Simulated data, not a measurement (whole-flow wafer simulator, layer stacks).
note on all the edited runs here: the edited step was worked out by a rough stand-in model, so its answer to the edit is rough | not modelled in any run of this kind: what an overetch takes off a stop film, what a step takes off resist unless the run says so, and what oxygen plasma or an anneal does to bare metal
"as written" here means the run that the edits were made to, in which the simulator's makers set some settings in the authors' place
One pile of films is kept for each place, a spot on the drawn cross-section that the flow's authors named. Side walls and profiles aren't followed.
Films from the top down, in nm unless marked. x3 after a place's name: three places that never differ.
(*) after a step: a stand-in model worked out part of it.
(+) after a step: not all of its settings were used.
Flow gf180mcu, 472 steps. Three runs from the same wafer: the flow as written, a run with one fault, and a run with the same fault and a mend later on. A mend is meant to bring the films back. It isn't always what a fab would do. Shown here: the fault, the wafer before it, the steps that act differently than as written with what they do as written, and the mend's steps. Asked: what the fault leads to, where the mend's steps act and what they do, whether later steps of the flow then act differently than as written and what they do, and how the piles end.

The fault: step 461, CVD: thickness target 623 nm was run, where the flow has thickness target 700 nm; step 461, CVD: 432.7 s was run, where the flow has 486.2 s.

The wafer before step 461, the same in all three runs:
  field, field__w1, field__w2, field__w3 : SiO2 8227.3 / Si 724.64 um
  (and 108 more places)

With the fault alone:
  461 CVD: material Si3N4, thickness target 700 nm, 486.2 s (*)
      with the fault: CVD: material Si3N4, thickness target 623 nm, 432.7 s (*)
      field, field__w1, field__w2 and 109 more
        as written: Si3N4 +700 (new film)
        with the fault: Si3N4 +623 (new film)
  Later steps of the flow that act differently than as written (5 more steps differ only slightly, by at most 2% or 0.5 nm, whichever is larger, and aren't shown):
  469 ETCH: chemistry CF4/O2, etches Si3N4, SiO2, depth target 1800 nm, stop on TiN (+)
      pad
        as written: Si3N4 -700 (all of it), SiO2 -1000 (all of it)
        with the fault: Si3N4 -623 (all of it), SiO2 -1000 (all of it)
  At the end the piles differ from the flow's by more than 2% or 0.5 nm, whichever is larger, at field, field__w1, field__w2 and 108 more.
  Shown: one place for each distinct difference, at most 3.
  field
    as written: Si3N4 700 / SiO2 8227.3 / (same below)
    with the fault: Si3N4 623 / SiO2 8227.3 / (same below)
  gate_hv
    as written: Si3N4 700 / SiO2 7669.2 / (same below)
    with the fault: Si3N4 623 / SiO2 7669.2 / (same below)
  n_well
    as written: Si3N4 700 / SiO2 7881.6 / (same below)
    with the fault: Si3N4 623 / SiO2 7881.6 / (same below)

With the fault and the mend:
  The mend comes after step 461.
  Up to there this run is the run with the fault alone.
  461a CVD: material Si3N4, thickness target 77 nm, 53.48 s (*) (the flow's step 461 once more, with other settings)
      field, field__w1, field__w2 and 109 more
        Si3N4 +77.1
  No later step of the flow acts differently than as written, at any place that is followed, by more than 2% or 0.5 nm, whichever is larger.
  At the end the piles differ from the flow's only slightly at the places that both follow, by at most 2% or 0.5 nm, whichever is larger.
